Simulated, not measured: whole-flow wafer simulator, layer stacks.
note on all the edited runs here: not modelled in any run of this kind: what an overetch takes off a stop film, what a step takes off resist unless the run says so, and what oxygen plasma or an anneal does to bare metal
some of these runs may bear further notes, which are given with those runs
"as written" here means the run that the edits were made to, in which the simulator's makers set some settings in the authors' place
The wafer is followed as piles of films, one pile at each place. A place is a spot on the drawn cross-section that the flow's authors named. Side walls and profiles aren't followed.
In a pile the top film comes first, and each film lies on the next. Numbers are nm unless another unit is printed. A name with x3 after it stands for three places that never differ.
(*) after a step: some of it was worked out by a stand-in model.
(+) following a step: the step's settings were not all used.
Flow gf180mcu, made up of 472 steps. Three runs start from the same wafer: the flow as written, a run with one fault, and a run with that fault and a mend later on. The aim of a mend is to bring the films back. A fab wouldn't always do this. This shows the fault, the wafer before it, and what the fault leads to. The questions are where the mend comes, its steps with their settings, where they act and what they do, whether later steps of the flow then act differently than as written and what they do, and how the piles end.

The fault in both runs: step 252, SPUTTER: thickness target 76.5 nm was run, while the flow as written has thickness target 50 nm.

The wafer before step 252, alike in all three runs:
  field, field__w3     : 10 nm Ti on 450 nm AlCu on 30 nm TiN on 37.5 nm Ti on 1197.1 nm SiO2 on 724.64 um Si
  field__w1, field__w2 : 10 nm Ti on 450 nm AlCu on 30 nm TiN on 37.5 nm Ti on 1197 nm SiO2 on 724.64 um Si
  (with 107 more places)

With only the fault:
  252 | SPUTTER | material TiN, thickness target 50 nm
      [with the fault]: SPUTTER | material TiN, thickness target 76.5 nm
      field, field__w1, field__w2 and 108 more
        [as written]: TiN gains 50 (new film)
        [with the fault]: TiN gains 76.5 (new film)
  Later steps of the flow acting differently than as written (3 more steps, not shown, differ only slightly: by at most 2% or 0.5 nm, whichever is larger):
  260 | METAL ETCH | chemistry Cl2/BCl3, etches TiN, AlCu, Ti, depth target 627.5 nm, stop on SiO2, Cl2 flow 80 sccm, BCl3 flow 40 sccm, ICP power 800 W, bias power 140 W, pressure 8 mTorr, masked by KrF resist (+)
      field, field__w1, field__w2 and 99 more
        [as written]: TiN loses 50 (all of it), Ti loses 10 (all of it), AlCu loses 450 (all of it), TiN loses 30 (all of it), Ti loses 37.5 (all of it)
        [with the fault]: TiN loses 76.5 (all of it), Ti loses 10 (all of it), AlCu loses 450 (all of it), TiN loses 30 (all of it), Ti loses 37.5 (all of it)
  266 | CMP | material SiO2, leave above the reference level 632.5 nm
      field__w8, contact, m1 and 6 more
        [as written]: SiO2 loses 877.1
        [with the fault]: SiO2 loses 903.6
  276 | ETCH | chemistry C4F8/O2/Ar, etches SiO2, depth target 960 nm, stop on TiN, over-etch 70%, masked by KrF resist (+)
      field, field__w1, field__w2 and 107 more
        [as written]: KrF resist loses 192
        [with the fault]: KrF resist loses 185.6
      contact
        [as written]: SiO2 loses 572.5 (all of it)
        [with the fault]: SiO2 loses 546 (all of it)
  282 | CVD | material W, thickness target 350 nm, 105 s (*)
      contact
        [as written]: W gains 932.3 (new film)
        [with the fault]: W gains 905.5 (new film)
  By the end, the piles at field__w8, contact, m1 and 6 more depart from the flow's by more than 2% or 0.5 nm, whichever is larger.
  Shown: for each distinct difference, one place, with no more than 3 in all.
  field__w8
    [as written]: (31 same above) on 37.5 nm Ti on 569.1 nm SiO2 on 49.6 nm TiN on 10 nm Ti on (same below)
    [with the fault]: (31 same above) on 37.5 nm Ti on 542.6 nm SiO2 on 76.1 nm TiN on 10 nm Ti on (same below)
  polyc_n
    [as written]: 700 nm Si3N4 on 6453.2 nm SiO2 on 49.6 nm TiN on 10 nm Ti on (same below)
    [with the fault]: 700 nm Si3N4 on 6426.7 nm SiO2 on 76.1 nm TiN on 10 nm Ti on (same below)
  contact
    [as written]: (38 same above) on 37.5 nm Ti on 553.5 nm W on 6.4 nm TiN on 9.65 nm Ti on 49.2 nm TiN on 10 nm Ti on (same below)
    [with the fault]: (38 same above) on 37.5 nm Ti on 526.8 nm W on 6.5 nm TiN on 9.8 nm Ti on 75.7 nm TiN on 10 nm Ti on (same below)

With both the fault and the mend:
  After step 252 comes the mend.
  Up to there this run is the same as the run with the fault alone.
  252a | METAL ETCH | chemistry Cl2/BCl3, etches TiN, AlCu, Ti, depth target 26.5 nm, Cl2 flow 80 sccm, BCl3 flow 40 sccm, ICP power 800 W, bias power 140 W, pressure 8 mTorr
      field, field__w1, field__w2 and 108 more
        TiN loses 26.5
  Every later step of the flow that is run acts as written at every place that is followed.
  At every place that both follow, the piles at the end match the flow's.
